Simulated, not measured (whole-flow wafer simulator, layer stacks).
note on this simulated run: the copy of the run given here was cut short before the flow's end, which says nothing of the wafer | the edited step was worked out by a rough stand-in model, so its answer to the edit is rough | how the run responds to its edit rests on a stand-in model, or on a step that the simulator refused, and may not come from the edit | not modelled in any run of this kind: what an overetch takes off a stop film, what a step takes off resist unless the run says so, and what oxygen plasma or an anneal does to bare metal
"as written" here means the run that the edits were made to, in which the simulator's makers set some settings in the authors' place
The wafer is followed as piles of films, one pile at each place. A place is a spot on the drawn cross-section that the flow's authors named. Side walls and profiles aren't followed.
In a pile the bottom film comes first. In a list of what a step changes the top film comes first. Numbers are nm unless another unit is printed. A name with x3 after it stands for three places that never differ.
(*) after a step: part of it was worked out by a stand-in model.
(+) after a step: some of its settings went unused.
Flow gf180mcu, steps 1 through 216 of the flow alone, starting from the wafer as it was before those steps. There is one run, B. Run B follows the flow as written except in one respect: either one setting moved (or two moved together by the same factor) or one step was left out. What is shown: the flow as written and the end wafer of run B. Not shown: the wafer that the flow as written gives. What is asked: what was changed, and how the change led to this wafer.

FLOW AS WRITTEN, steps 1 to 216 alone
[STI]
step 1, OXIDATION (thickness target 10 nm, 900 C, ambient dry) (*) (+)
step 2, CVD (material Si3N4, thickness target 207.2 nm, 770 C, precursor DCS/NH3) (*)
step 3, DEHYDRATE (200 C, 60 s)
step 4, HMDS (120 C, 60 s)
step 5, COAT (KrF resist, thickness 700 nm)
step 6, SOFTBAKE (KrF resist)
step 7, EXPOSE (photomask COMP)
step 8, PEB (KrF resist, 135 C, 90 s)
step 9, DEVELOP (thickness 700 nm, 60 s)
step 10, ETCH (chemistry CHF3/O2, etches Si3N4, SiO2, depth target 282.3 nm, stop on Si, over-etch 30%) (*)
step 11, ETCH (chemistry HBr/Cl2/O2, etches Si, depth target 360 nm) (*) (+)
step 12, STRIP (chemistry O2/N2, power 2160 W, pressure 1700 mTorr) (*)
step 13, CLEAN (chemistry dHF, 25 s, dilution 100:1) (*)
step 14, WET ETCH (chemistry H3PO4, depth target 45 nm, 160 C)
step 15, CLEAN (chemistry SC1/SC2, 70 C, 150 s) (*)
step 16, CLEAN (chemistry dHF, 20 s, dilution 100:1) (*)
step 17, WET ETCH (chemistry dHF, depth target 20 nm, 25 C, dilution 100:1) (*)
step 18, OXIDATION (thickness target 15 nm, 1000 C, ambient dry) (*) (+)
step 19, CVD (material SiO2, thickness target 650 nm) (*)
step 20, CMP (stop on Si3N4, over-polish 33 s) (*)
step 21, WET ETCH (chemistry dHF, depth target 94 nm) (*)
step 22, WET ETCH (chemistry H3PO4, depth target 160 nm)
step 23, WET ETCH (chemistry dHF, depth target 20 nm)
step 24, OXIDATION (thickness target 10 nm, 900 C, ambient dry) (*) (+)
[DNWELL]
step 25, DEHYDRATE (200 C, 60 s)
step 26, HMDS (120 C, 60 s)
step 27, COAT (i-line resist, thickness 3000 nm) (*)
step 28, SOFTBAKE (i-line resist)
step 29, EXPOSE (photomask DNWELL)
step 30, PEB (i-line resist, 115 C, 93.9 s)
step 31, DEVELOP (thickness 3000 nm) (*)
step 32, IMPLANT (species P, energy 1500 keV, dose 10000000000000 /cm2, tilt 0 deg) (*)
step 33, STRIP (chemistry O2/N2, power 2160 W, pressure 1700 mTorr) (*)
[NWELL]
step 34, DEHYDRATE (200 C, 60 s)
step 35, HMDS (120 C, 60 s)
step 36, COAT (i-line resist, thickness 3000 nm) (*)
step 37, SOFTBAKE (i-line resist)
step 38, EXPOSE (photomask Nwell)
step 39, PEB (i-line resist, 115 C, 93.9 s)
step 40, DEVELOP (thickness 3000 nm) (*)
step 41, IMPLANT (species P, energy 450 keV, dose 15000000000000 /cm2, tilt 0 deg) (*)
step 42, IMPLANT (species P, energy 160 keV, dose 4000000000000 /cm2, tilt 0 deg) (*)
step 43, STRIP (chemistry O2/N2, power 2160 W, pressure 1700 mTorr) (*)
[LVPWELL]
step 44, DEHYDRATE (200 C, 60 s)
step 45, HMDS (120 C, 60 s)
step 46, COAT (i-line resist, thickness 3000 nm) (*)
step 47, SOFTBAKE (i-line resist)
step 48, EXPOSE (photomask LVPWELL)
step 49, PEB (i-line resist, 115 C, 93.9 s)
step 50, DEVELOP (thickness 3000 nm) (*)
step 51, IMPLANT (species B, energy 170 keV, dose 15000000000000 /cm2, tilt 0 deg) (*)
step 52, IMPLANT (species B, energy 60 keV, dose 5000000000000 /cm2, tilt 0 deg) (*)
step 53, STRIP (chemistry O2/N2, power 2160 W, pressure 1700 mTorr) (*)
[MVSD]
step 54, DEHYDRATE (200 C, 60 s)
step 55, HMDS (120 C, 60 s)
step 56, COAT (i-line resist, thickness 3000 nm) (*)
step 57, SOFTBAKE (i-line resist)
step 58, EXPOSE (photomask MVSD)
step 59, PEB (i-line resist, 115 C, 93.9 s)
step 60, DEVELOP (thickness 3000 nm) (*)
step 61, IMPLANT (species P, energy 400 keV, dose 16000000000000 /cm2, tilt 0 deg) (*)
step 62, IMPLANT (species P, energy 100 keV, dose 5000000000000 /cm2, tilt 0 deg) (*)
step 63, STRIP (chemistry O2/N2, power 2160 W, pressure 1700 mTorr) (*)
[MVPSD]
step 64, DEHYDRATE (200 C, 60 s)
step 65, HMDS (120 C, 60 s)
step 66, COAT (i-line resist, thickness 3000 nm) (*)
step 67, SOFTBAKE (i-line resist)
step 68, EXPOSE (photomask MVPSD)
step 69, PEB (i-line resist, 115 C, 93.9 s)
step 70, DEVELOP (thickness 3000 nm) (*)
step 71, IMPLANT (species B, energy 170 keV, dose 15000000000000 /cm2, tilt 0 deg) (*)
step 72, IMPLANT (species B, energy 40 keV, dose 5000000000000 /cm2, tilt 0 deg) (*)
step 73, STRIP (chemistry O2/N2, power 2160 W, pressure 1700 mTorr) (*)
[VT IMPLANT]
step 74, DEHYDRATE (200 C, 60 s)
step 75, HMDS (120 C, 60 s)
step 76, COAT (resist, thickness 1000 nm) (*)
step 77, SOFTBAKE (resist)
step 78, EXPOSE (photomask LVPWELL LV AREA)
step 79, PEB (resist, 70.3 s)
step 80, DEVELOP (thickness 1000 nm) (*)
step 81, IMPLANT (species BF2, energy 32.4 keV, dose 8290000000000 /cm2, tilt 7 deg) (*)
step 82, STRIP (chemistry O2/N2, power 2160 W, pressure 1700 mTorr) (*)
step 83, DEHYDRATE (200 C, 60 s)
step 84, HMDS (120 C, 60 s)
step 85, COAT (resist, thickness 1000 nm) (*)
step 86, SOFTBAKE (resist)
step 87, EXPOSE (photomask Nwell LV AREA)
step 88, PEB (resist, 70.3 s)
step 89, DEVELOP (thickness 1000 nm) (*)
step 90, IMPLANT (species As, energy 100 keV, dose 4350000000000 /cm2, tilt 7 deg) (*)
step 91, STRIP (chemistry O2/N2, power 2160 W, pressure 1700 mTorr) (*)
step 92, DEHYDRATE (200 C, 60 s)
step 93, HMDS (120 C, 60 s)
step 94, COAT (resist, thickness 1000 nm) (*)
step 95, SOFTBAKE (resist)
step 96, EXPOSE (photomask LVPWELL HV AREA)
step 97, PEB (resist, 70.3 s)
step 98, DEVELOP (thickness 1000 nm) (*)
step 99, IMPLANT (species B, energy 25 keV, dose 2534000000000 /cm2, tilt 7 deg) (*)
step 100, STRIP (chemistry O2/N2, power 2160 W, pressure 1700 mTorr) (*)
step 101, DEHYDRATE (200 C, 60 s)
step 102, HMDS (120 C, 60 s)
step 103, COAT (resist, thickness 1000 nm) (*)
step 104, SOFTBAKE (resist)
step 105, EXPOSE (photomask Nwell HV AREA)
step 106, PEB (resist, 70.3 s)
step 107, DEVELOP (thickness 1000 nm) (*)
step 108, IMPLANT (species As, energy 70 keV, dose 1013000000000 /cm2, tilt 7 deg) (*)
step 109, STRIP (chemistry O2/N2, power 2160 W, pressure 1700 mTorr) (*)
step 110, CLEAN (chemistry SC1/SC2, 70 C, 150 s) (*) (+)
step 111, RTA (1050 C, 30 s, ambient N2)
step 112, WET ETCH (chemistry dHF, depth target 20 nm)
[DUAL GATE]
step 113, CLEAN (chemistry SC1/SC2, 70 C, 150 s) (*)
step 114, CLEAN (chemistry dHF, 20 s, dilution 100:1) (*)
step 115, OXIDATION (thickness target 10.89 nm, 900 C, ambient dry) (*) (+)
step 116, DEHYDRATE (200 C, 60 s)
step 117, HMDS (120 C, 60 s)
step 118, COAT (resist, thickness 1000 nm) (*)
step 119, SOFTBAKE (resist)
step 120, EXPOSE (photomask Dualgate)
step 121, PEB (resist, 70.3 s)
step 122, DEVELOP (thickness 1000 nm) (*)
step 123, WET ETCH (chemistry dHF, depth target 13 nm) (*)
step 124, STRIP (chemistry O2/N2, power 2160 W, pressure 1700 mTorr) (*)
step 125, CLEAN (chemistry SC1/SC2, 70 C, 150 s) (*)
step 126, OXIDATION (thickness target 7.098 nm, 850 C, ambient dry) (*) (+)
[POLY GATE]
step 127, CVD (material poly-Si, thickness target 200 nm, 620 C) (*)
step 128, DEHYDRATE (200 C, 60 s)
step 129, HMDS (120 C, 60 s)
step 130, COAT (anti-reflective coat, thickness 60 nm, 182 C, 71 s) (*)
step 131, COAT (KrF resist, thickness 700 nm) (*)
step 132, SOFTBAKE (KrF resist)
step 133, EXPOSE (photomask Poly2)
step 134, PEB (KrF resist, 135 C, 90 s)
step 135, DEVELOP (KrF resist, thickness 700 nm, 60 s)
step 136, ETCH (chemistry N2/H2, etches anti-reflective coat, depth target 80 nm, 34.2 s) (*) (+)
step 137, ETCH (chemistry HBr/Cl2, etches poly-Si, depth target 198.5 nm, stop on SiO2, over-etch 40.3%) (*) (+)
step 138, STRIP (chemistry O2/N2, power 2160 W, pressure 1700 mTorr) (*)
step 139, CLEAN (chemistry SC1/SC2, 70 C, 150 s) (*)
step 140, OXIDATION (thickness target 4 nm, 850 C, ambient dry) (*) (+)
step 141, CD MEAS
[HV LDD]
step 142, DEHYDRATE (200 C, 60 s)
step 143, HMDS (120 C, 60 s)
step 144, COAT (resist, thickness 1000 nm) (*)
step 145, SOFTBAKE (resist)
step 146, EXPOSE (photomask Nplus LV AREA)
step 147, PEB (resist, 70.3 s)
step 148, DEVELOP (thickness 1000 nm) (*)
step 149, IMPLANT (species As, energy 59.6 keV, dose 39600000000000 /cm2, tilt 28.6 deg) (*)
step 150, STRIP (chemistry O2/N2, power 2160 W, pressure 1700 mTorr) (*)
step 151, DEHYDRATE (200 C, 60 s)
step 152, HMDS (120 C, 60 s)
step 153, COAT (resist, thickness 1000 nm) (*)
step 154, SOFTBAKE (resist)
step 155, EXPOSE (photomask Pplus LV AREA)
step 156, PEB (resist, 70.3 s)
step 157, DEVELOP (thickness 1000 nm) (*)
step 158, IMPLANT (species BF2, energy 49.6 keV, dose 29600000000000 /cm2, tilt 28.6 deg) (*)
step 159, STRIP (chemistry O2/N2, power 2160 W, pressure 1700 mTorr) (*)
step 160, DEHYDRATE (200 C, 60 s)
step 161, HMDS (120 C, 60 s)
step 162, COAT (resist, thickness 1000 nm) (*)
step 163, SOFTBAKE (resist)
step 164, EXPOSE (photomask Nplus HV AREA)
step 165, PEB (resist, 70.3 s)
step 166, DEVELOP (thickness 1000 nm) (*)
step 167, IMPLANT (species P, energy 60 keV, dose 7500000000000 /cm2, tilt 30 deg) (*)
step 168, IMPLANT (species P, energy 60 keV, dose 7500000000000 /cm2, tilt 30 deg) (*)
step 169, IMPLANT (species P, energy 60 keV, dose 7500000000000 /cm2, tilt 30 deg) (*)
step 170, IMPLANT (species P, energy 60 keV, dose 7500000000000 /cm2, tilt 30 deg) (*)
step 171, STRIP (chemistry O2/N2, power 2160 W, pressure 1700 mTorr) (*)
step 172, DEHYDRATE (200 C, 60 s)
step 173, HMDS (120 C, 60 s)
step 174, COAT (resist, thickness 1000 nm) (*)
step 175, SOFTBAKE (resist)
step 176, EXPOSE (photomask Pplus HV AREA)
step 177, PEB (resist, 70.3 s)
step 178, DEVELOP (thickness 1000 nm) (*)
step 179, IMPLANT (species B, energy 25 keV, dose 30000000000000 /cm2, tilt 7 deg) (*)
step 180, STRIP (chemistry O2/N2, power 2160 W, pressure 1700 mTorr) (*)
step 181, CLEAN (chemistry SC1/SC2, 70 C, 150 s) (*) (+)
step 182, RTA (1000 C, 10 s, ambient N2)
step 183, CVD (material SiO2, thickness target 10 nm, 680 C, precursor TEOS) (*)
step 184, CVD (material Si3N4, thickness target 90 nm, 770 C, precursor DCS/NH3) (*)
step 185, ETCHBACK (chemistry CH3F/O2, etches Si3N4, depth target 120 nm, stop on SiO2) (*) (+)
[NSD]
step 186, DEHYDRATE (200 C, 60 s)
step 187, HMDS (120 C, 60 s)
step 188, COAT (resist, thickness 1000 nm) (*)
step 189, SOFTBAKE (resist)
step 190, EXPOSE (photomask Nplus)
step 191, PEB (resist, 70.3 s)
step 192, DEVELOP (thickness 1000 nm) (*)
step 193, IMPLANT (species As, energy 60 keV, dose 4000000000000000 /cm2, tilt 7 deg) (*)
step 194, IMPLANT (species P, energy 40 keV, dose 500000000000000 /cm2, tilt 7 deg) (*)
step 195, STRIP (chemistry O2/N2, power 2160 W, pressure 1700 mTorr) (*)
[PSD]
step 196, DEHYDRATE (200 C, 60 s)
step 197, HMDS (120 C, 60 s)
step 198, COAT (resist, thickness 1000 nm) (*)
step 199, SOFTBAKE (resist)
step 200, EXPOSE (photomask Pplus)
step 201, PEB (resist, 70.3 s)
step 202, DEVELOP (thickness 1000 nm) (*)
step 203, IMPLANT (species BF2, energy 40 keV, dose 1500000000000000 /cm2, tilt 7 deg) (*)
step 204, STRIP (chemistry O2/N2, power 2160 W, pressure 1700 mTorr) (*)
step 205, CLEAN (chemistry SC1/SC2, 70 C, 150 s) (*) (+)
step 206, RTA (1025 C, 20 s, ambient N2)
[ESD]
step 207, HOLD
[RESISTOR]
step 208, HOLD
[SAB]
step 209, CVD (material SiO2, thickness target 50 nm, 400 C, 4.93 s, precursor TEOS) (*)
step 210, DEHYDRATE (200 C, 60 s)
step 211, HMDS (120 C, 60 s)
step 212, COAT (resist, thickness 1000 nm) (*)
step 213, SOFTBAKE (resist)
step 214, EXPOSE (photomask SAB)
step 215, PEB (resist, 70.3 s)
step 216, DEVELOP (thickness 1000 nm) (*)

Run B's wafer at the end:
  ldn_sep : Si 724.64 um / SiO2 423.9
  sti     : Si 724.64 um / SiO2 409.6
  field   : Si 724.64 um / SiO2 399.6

Cause: step 21, WET ETCH: depth target 108 nm was run, while the flow as written has depth target 94 nm.

Step by step, how the change led to this:
  step 21, WET ETCH (chemistry dHF, depth target 94 nm) (*)
      active, n_well, p_well and 40 more: Si3N4 loses 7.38 (it would be, as written: Si3N4 loses 6.43)
      field, field_sub, sti and 34 more: SiO2 loses 108 (it would be, as written: SiO2 loses 94)
  step 28, SOFTBAKE (i-line resist)
      nw_enc_fld: i-line resist gains 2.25 (it would be, as written: i-line resist loses 1.36)
      ldn_fp, ldn_drn: i-line resist gains 3.16 (it would be, as written: i-line resist gains 4.83)
      (also at 42 further places)
  step 37, SOFTBAKE (i-line resist)
      nw_enc_fld: i-line resist gains 2.25 (it would be, as written: i-line resist loses 1.36)
      ldn_fp, ldn_drn: i-line resist gains 3.16 (it would be, as written: i-line resist gains 4.83)
      (also at 42 further places)
  step 47, SOFTBAKE (i-line resist)
      nw_enc_fld: i-line resist gains 2.25 (it would be, as written: i-line resist loses 1.36)
      ldn_fp, ldn_drn: i-line resist gains 3.16 (it would be, as written: i-line resist gains 4.83)
      (also at 42 further places)
  step 57, SOFTBAKE (i-line resist)
      nw_enc_fld: i-line resist gains 2.25 (it would be, as written: i-line resist loses 1.36)
      ldn_fp, ldn_drn: i-line resist gains 3.16 (it would be, as written: i-line resist gains 4.83)
      (also at 42 further places)
  step 67, SOFTBAKE (i-line resist)
      nw_enc_fld: i-line resist gains 2.25 (it would be, as written: i-line resist loses 1.36)
      ldn_fp, ldn_drn: i-line resist gains 3.16 (it would be, as written: i-line resist gains 4.83)
      (also at 42 further places)
  step 77, SOFTBAKE (resist)
      field_sub__w2: resist loses 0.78 (it would be, as written: resist loses 1.34)
      gate_p_hv: resist gains 1.03 (it would be, as written: resist gains 1.75)
      (also at 3 further places)
  step 86, SOFTBAKE (resist)
      field_sub__w2: resist loses 0.78 (it would be, as written: resist loses 1.34)
      gate_p_hv: resist gains 1.03 (it would be, as written: resist gains 1.75)
      (also at 3 further places)
  step 95, SOFTBAKE (resist)
      field_sub__w2: resist loses 0.78 (it would be, as written: resist loses 1.34)
      gate_p_hv: resist gains 1.03 (it would be, as written: resist gains 1.75)
      (also at 3 further places)
  step 104, SOFTBAKE (resist)
      field_sub__w2: resist loses 0.78 (it would be, as written: resist loses 1.34)
      gate_p_hv: resist gains 1.03 (it would be, as written: resist gains 1.75)
      (also at 3 further places)
  step 119, SOFTBAKE (resist)
      field_sub__w2: nothing (it would be, as written: resist loses 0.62)
      contact: nothing (it would be, as written: resist loses 0.53)
      (also at 5 further places)
  step 130, COAT (anti-reflective coat, thickness 60 nm, 182 C, 71 s) (*)
      p_well, spacer, sd_n: anti-reflective coat gains 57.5 (new film) (it would be, as written: anti-reflective coat gains 70.9 (new film))
      ldn_ch, ldp_ch: anti-reflective coat gains 62 (new film) (it would be, as written: anti-reflective coat gains 66.7 (new film))
      (also at 73 further places)
  step 136, ETCH (chemistry N2/H2, etches anti-reflective coat, depth target 80 nm, 34.2 s) (*) (+)
      p_well, spacer, sd_n: anti-reflective coat loses 57.5 (all of it), poly-Si loses 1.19 (it would be, as written: anti-reflective coat loses 70.9 (all of it), poly-Si loses 0.85)
      ldn_dft, ldp_dft: anti-reflective coat loses 56.2 (all of it), poly-Si loses 1.23 (it would be, as written: anti-reflective coat loses 48.7 (all of it), poly-Si loses 1.42)
      (also at 50 further places)
  step 138, STRIP (chemistry O2/N2, power 2160 W, pressure 1700 mTorr) (*)
      gate: chemical SiO2 gains 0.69 (new film), KrF resist loses 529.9 (all of it), anti-reflective coat loses 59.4 (all of it), poly-Si loses 0.3 (it would be, as written: chemical SiO2 gains 0.68 (new film), KrF resist loses 531.7 (all of it), anti-reflective coat loses 65.5 (all of it), poly-Si loses 0.3)
      gate_hv: chemical SiO2 gains 0.69 (new film), KrF resist loses 524.8 (all of it), anti-reflective coat loses 59 (all of it), poly-Si loses 0.3 (it would be, as written: chemical SiO2 gains 0.68 (new film), KrF resist loses 528.4 (all of it), anti-reflective coat loses 61 (all of it), poly-Si loses 0.3)
      (also at 21 further places)
  step 144, COAT (resist, thickness 1000 nm) (*)
      field__w6: resist gains 1053.3 (new film) (it would be, as written: resist gains 1022.5 (new film))
  step 145, SOFTBAKE (resist)
      field: resist gains 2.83 (it would be, as written: resist loses 0.3)
      nw_enc_fld_lv__w3: resist loses 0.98 (it would be, as written: resist gains 2.63)
      (also at 8 further places)
  ... 16 further steps ...
  step 213, SOFTBAKE (resist)
      nw_enc_fld_lv__w3: resist loses 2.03 (it would be, as written: resist gains 1.83)
      iso_ptap_sub: nothing (it would be, as written: resist gains 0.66)
      (also at 11 further places)
